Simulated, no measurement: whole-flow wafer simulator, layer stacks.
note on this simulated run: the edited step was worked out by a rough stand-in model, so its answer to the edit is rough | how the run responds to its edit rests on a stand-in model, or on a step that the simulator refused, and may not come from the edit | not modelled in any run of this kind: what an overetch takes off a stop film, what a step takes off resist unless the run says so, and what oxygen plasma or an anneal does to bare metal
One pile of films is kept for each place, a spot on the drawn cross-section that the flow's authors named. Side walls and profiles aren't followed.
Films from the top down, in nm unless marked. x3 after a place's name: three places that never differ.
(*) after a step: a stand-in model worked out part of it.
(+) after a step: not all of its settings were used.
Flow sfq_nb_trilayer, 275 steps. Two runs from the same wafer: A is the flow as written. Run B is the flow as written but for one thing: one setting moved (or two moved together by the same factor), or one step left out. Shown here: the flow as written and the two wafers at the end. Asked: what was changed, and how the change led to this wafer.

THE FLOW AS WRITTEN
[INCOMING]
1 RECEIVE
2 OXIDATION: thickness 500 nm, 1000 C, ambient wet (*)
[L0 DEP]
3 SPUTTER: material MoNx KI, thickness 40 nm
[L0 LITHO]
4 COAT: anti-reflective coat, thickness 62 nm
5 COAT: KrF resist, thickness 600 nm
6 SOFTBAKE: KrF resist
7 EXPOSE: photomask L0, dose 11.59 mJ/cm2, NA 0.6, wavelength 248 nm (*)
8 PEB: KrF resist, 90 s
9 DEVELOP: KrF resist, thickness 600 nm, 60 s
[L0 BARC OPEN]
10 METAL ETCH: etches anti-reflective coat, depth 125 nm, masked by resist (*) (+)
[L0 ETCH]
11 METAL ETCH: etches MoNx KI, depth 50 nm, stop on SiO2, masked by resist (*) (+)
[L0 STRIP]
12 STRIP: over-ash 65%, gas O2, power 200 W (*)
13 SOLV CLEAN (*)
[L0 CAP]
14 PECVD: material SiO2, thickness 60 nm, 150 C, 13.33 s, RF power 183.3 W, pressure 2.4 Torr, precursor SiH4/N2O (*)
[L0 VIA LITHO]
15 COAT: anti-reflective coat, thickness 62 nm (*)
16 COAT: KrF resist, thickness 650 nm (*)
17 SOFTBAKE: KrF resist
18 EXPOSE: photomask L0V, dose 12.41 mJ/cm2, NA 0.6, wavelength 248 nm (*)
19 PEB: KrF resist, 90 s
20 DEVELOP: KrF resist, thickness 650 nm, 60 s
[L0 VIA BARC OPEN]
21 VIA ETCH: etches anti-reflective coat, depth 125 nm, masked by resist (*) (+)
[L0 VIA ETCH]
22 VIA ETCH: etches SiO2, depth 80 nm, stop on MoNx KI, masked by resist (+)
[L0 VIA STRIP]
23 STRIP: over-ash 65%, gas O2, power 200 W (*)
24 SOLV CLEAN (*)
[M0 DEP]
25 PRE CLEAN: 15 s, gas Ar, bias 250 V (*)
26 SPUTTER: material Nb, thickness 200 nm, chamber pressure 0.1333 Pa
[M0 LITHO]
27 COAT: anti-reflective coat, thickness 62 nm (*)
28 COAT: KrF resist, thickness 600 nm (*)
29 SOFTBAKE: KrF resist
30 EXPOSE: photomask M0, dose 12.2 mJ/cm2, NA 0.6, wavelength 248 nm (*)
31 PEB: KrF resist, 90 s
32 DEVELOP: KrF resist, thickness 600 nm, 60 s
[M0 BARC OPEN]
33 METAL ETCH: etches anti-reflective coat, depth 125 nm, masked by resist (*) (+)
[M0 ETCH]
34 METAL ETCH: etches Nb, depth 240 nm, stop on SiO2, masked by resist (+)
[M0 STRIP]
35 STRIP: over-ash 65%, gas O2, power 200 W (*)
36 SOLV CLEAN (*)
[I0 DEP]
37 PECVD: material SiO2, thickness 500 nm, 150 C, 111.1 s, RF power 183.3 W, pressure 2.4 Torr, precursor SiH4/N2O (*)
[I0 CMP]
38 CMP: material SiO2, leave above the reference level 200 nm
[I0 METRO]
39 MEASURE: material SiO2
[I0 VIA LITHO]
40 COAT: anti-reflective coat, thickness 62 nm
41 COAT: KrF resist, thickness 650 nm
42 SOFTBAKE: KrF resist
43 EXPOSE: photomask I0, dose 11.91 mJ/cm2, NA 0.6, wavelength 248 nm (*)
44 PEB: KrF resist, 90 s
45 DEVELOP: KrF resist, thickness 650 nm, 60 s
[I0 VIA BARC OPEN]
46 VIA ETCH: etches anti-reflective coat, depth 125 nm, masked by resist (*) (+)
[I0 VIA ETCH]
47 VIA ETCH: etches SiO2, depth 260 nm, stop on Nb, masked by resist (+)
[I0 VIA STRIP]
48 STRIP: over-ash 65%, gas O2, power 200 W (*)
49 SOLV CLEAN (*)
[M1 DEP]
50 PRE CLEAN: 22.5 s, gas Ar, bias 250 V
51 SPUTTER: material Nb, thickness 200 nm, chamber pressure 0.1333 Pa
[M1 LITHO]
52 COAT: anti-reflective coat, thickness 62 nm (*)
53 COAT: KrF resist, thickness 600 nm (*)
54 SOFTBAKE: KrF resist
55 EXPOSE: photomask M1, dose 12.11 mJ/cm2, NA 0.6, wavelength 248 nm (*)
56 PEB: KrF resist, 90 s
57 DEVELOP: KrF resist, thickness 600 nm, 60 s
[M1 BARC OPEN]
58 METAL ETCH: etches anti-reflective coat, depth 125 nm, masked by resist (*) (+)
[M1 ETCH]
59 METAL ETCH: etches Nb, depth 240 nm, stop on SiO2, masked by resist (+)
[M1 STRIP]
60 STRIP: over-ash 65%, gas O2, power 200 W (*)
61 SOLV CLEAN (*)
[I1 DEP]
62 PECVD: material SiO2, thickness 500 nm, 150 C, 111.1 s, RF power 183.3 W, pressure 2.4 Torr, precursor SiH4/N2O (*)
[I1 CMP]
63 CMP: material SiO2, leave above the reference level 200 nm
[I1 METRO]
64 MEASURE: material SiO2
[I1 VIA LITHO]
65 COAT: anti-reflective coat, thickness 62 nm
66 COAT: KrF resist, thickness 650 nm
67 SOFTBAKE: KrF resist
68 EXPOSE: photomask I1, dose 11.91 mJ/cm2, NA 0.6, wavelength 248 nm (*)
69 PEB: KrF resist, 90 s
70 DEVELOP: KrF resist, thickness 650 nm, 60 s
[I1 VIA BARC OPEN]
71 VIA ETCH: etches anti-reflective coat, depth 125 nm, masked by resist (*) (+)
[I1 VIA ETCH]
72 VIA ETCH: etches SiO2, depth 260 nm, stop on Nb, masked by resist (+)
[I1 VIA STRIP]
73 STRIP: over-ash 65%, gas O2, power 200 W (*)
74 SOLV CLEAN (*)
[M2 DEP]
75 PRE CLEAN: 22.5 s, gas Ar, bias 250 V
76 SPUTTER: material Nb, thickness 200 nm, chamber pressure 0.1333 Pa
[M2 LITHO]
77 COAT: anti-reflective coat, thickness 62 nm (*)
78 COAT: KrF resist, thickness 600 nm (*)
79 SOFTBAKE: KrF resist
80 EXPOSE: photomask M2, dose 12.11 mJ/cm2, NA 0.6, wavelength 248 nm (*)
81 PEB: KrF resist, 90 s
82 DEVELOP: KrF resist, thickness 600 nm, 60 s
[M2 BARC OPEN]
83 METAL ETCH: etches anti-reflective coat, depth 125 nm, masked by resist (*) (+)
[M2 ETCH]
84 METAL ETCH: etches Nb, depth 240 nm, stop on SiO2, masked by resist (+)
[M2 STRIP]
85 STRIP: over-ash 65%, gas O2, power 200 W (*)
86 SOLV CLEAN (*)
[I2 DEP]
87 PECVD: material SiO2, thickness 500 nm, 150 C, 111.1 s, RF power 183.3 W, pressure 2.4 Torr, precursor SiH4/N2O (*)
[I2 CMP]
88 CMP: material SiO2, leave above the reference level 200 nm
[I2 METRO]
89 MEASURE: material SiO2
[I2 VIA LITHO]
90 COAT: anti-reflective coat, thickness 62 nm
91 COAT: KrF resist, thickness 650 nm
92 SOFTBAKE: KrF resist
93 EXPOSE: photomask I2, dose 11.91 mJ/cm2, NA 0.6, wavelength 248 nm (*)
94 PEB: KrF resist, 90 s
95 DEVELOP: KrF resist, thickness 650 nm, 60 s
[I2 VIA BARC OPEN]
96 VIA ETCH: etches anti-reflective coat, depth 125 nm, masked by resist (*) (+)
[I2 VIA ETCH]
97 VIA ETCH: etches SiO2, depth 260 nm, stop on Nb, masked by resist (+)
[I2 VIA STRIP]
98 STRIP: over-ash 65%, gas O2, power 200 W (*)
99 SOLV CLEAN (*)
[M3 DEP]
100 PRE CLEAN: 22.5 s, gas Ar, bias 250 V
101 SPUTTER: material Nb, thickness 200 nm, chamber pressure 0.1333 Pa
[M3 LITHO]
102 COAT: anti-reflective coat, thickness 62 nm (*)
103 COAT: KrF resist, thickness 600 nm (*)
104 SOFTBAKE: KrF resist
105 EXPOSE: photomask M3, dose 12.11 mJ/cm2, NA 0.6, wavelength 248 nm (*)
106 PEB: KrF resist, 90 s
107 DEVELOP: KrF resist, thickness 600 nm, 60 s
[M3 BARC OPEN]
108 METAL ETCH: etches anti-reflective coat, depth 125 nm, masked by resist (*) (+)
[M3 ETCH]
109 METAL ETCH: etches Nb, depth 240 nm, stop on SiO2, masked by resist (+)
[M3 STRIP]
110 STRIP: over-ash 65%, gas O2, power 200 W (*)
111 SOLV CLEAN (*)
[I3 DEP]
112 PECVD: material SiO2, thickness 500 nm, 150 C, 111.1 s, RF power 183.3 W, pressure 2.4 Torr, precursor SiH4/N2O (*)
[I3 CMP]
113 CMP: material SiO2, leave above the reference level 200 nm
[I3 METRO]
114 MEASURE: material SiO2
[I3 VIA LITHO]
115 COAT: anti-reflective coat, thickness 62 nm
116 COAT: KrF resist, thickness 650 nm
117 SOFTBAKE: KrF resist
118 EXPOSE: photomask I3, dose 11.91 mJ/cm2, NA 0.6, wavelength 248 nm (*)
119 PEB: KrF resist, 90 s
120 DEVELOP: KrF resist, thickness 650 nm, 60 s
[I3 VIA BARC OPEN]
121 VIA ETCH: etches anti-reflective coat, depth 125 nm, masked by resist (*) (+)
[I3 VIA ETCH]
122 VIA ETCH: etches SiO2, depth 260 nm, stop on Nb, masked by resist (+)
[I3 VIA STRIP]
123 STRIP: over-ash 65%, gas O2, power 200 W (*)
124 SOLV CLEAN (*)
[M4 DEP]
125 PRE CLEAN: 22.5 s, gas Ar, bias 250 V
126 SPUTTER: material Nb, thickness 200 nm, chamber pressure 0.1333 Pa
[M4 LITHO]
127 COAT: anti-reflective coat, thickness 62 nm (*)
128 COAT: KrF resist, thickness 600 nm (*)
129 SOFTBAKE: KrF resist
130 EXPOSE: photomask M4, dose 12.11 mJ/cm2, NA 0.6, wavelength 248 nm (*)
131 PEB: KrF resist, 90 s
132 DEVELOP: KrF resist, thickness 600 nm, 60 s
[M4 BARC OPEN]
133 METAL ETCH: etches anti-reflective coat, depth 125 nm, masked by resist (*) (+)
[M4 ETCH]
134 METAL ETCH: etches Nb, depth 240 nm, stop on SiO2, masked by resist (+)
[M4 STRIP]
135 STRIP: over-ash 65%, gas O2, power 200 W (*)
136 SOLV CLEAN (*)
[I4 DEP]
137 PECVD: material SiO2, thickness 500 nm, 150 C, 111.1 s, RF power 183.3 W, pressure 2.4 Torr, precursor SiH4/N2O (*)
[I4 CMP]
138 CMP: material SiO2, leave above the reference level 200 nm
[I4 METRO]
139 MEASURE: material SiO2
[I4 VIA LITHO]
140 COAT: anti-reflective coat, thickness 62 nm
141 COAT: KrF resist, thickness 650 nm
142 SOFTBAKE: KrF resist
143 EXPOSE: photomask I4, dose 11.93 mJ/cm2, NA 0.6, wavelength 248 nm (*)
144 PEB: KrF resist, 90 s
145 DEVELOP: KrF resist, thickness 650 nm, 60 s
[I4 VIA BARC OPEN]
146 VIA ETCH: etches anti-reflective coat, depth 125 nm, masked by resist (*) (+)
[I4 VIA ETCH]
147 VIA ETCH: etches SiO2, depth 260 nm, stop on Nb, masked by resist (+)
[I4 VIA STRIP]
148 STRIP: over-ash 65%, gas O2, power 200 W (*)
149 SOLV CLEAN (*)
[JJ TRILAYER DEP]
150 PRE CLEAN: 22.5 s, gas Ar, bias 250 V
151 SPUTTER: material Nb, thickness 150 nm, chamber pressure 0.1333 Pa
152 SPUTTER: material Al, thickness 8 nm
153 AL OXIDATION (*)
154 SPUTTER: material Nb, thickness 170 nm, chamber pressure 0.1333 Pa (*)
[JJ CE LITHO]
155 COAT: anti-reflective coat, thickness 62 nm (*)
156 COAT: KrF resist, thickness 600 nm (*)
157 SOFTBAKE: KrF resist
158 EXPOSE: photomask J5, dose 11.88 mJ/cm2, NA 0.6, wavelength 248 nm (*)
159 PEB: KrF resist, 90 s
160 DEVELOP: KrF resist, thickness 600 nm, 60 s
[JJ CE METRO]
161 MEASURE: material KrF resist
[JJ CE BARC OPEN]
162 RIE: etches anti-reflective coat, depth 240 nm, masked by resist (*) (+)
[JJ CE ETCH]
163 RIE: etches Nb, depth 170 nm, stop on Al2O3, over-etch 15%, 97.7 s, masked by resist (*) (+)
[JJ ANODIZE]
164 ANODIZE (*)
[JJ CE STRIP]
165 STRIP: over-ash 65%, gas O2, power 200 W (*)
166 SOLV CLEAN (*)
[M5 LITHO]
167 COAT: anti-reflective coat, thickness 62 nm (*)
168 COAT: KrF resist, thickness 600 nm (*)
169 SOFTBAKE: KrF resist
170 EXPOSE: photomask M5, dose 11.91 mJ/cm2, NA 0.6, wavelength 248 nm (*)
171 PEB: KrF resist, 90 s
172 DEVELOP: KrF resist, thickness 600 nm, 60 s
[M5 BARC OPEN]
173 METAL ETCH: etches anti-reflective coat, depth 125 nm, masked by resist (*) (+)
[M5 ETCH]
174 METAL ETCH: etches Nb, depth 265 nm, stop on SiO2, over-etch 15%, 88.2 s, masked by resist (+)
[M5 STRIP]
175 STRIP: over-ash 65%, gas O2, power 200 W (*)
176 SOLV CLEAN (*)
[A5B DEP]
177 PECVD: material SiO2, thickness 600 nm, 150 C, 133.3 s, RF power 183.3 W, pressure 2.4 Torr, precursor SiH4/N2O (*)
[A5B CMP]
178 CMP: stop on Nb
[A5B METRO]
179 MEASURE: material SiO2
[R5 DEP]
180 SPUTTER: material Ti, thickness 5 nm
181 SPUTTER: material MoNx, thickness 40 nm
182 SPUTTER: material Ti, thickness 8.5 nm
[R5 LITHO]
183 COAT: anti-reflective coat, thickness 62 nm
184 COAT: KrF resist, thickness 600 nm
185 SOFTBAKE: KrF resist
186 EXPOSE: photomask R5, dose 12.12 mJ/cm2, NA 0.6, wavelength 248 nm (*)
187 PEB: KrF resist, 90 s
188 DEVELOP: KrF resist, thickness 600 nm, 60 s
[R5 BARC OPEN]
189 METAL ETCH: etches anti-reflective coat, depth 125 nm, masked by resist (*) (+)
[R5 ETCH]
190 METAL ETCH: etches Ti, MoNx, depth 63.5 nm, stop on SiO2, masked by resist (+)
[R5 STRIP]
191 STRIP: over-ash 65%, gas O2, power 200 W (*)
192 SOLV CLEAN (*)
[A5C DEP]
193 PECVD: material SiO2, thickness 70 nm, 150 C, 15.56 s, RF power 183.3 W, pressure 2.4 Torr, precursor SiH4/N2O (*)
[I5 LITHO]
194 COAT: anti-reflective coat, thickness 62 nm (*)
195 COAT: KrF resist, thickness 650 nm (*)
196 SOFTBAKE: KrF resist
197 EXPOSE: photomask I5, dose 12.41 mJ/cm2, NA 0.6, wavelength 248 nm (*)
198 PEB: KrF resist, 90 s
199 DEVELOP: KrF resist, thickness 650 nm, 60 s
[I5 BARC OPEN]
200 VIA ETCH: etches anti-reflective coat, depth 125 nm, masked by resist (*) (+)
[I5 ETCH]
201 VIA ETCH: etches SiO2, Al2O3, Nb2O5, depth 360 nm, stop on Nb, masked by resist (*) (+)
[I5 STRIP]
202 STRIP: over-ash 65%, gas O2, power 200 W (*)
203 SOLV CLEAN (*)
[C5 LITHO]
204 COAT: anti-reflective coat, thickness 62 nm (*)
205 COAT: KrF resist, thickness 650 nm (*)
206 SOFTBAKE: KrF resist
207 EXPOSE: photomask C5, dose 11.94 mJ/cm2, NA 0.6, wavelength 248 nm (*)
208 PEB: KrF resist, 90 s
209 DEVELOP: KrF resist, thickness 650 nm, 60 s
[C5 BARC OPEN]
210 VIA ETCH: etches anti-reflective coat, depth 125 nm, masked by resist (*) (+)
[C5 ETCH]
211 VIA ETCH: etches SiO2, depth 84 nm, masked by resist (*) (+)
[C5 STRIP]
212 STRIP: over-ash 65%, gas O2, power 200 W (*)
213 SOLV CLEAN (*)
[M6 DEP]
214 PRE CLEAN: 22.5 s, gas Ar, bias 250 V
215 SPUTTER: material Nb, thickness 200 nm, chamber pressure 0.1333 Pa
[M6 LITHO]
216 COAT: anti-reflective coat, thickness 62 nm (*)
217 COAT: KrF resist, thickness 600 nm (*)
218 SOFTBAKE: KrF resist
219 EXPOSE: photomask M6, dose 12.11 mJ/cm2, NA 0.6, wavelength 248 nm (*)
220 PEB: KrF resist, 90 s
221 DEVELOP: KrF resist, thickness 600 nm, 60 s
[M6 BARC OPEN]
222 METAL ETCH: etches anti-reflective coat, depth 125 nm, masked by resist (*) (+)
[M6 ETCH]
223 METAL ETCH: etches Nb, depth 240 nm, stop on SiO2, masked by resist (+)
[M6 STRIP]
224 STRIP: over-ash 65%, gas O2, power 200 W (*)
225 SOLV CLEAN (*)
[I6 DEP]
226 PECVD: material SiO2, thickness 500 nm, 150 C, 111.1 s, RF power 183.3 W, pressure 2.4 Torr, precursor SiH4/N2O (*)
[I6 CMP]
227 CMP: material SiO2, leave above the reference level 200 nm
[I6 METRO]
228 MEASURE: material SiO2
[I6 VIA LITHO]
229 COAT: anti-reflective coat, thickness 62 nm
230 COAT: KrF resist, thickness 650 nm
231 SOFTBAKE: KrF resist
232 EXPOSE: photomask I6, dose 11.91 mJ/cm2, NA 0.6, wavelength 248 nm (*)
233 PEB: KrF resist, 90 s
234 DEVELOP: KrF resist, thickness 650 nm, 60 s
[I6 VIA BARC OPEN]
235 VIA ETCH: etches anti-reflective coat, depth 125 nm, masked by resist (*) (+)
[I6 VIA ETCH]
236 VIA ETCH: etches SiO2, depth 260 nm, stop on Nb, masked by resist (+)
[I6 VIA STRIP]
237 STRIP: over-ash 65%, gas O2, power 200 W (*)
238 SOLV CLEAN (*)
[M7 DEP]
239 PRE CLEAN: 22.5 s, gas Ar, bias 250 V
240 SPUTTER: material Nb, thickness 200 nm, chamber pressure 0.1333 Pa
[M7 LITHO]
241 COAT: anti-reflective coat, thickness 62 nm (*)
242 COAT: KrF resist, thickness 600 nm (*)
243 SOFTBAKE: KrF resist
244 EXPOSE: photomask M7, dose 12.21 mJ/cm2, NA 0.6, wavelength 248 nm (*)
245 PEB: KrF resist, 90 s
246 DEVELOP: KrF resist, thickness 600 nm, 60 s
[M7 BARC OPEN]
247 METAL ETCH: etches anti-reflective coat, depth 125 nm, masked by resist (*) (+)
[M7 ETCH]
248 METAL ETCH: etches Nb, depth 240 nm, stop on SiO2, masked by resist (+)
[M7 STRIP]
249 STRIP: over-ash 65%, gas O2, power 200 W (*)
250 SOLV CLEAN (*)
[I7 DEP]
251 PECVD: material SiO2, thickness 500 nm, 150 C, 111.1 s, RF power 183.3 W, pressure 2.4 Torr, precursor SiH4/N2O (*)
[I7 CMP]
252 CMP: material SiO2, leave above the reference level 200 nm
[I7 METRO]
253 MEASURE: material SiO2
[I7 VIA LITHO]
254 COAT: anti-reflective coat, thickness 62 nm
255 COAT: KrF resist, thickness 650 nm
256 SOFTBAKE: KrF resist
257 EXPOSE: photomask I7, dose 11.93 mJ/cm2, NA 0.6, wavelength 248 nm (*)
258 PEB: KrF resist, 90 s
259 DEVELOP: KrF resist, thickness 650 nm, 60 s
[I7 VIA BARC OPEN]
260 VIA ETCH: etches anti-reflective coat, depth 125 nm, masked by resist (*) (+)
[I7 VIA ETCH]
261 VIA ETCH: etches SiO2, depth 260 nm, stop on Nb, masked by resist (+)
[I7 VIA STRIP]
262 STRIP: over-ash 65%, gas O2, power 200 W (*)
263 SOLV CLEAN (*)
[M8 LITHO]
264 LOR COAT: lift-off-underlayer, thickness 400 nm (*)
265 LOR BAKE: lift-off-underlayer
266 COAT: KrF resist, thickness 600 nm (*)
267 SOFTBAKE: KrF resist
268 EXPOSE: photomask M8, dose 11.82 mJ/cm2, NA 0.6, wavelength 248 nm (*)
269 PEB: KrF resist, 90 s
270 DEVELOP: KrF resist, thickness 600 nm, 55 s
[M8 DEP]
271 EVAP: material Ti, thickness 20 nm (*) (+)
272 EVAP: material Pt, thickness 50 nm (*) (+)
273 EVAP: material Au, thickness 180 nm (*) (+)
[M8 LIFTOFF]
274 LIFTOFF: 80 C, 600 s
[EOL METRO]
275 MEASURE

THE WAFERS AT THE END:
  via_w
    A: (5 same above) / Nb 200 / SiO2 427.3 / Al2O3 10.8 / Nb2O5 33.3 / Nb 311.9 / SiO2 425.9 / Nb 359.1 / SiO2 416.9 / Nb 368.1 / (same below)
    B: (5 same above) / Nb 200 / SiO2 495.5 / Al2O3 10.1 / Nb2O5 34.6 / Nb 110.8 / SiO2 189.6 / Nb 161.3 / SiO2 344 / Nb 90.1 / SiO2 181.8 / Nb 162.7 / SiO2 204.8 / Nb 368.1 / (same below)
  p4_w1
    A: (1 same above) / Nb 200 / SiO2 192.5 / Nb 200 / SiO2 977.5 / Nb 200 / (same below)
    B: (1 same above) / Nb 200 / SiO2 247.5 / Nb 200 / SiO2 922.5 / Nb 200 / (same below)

The cause: step 62, PECVD: thickness 245 nm was run, where the flow has thickness 500 nm; step 62, PECVD: 54.44 s was run, where the flow has 111.1 s.

How the change led to this, step by step:
  62 PECVD: material SiO2, thickness 500 nm, 150 C, 111.1 s, RF power 183.3 W, pressure 2.4 Torr, precursor SiH4/N2O (*)
      field_l, be, be_sur and 72 more: A SiO2 +500 | B SiO2 +245
      v_sur, via_wl, via_wr and 20 more: A SiO2 +500 (new film) | B SiO2 +245 (new film)
      (and at 8 more places)
  63 CMP: material SiO2, leave above the reference level 200 nm
      field_l, be, be_sur and 72 more: A SiO2 -100 | B nothing
      lsp_m, ln_m6, lsp_r, l0_sur, l0v: A SiO2 -94.9 | B nothing
      (and at 26 more places)
  65 COAT: anti-reflective coat, thickness 62 nm
      be_r, p3_s1, p3_l2, p3_s2, p3_s5, p3_l6: A anti-reflective coat +62 (new film) | B anti-reflective coat +63.9 (new film)
      r_sur, res, p3_l3, p3_s3, p3_s4, p3_l5: A anti-reflective coat +62 (new film) | B anti-reflective coat +63.8 (new film)
      (and at 78 more places)
  66 COAT: KrF resist, thickness 650 nm
      m0r_line_l, m0r_line_r, m6r_line_l, m6r_line_r, m7r_line_l, m7r_line_r: A KrF resist +650 (new film) | B KrF resist +680.6 (new film)
      m0r_space_l, m0r_space_r, m6r_space_l, m6r_space_r, m7r_space_l, m7r_space_r: A KrF resist +650 (new film) | B KrF resist +669.8 (new film)
      (and at 57 more places)
  70 DEVELOP: KrF resist, thickness 650 nm, 60 s
      via_v: A KrF resist -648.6 (all of it) | B KrF resist -593.2 (all of it)
  71 VIA ETCH: etches anti-reflective coat, depth 125 nm, masked by resist (*) (+)
      field_l, v_sur, via_wl and 102 more: A KrF resist -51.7 | B KrF resist -41.5
      via_v: A anti-reflective coat -62 (all of it), SiO2 -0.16 | B anti-reflective coat -49.8 (all of it), SiO2 -0.12
  73 STRIP: over-ash 65%, gas O2, power 200 W (*)
      m0r_line_l, m0r_line_r, m6r_line_l, m6r_line_r, m7r_line_l, m7r_line_r: A KrF resist -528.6 (all of it), anti-reflective coat -62 (all of it) | B KrF resist -569.3 (all of it), anti-reflective coat -62.2 (all of it)
      m0r_space_l, m0r_space_r, m6r_space_l, m6r_space_r, m7r_space_l, m7r_space_r: A KrF resist -528.6 (all of it), anti-reflective coat -62 (all of it) | B KrF resist -558.6 (all of it), anti-reflective coat -80.4 (all of it)
      (and at 93 more places)
  76 SPUTTER: material Nb, thickness 200 nm, chamber pressure 0.1333 Pa
      be, lsp_l: A Nb +200 (new film) | B Nb +185.9 (new film)
      via_w: A Nb +200 (new film) | B Nb +162.7 (new film)
  77 COAT: anti-reflective coat, thickness 62 nm (*)
      p3_s1, p3_l2, p3_s2, p3_s5, p3_l6: A anti-reflective coat +62 (new film) | B anti-reflective coat +63.8 (new film)
      p3_l3, p3_s3, p3_s4, p3_l5: A anti-reflective coat +62 (new film) | B anti-reflective coat +63.7 (new film)
      (and at 81 more places)
  78 COAT: KrF resist, thickness 600 nm (*)
      m0r_line_l, m6r_line_l, m7r_line_l: A KrF resist +600 (new film) | B KrF resist +627.9 (new film)
      m0r_space_l, m6r_space_l, m7r_space_l: A KrF resist +600 (new film) | B KrF resist +620.6 (new film)
      (and at 65 more places)
  82 DEVELOP: KrF resist, thickness 600 nm, 60 s
      m0r_line_l, m6r_line_l, m7r_line_l: A KrF resist -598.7 (all of it) | B KrF resist -626.6 (all of it)
      m0r_space_l, m6r_space_l, m7r_space_l: A KrF resist -598.7 (all of it) | B KrF resist -619.3 (all of it)
      (and at 43 more places)
  83 METAL ETCH: etches anti-reflective coat, depth 125 nm, masked by resist (*) (+)
      m5r_linepad_l, m5r_linepad_r, r5r_spacepad_l, r5r_spacepad_r: A anti-reflective coat -62 (all of it) | B anti-reflective coat -125
      v_sur, via_wl, via_w and 19 more: A KrF resist -51.7 | B KrF resist -69.4
      (and at 64 more places)
  84 METAL ETCH: etches Nb, depth 240 nm, stop on SiO2, masked by resist (+)
      m5r_linepad_l, m5r_linepad_r: A Nb -200 (all of it) | B anti-reflective coat -20 (all of it), Nb -200 (all of it)
      r5r_spacepad_l, r5r_spacepad_r: A Nb -200 (all of it) | B anti-reflective coat -20.6 (all of it), Nb -200 (all of it)
      (and at 2 more places)
  85 STRIP: over-ash 65%, gas O2, power 200 W (*)
      v_sur: A KrF resist -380 (all of it), anti-reflective coat -61.4 (all of it) | B KrF resist -283.5 (all of it), anti-reflective coat -40.8 (all of it)
      via_wl: A KrF resist -379.5 (all of it), anti-reflective coat -61.3 (all of it) | B KrF resist -293.4 (all of it), anti-reflective coat -33.6 (all of it)
      (and at 20 more places)
  87 PECVD: material SiO2, thickness 500 nm, 150 C, 111.1 s, RF power 183.3 W, pressure 2.4 Torr, precursor SiH4/N2O (*)
      wl_d_sl, wl_d_sr: A SiO2 +500 | B SiO2 +512.1
      via_w: A SiO2 +500 (new film) | B SiO2 +606.5 (new film)
  88 CMP: material SiO2, leave above the reference level 200 nm
      field_l, be, be_sur and 79 more: A SiO2 -100 | B nothing
      via_w: A SiO2 -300 | B SiO2 -157.1
  ... 40 more steps ...
  178 CMP: stop on Nb
      via_w: A SiO2 -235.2 | B SiO2 -226.5
Counting metal films that touch as one body, via_w has 7 bodies (between them, from the top down: SiO2 192.5; SiO2 495.5 / Al2O3 10.1 / Nb2O5 34.6; SiO2 189.6; SiO2 344; SiO2 181.8; SiO2 204.8); the flow as written gives 5 bodies (between them, from the top down: SiO2 192.5; SiO2 427.3 / Al2O3 10.8 / Nb2O5 33.3; SiO2 425.9; SiO2 416.9).
